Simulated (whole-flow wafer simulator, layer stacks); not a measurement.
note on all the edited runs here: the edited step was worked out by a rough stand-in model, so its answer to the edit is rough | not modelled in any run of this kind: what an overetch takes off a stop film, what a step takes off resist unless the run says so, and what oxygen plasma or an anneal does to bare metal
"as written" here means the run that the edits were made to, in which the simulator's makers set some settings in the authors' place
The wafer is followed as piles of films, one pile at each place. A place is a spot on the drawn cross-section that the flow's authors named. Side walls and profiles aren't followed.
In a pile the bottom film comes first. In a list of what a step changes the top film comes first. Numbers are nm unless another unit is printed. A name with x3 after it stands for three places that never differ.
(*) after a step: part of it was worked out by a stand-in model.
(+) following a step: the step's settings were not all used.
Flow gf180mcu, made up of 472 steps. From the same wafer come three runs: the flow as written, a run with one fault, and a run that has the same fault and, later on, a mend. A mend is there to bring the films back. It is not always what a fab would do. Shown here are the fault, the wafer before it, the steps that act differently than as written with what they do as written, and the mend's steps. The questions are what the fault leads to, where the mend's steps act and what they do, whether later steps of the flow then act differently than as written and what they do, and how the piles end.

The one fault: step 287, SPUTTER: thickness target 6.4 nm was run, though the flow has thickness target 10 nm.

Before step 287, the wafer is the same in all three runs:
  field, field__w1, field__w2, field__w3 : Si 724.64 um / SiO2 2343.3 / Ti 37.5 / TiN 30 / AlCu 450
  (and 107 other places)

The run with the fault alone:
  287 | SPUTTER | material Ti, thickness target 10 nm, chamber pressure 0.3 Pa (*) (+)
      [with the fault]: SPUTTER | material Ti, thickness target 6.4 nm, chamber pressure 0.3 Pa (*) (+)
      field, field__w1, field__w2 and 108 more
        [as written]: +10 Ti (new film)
        [with the fault]: +6.4 Ti (new film)
  Later steps of the flow acting differently than as written (5 more steps, not shown, differ only slightly: by at most 2% or 0.5 nm, whichever is larger):
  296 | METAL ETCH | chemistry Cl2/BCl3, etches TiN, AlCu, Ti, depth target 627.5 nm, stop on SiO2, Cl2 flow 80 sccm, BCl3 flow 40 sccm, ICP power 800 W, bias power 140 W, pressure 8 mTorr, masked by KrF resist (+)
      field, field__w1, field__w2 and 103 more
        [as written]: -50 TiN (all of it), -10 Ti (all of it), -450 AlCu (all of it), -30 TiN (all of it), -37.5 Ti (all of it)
        [with the fault]: -50 TiN (all of it), -6.4 Ti (all of it), -450 AlCu (all of it), -30 TiN (all of it), -37.5 Ti (all of it)
  The piles end different from the flow's at field__w8, contact, m1, m1__w1, m1_nw by more than 2% or 0.5 nm, whichever is larger.
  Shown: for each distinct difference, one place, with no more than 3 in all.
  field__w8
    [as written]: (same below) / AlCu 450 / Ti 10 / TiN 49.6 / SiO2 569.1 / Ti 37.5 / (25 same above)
    [with the fault]: (same below) / AlCu 450 / Ti 6.4 / TiN 49.6 / SiO2 572.7 / Ti 37.5 / (25 same above)
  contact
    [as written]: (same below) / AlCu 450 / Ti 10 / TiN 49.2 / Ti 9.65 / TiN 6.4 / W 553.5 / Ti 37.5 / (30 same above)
    [with the fault]: (same below) / AlCu 450 / Ti 6.4 / TiN 49.2 / Ti 9.63 / TiN 6.39 / W 557.1 / Ti 37.5 / (30 same above)

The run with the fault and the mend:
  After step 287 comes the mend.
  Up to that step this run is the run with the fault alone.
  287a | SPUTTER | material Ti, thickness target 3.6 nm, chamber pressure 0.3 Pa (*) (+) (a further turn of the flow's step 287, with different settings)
      field, field__w1, field__w2 and 108 more
        +3.6 Ti
  None of the later steps of the flow acts differently than as written at any place that is followed.
  The piles end the same as the flow's at every place that both follow.
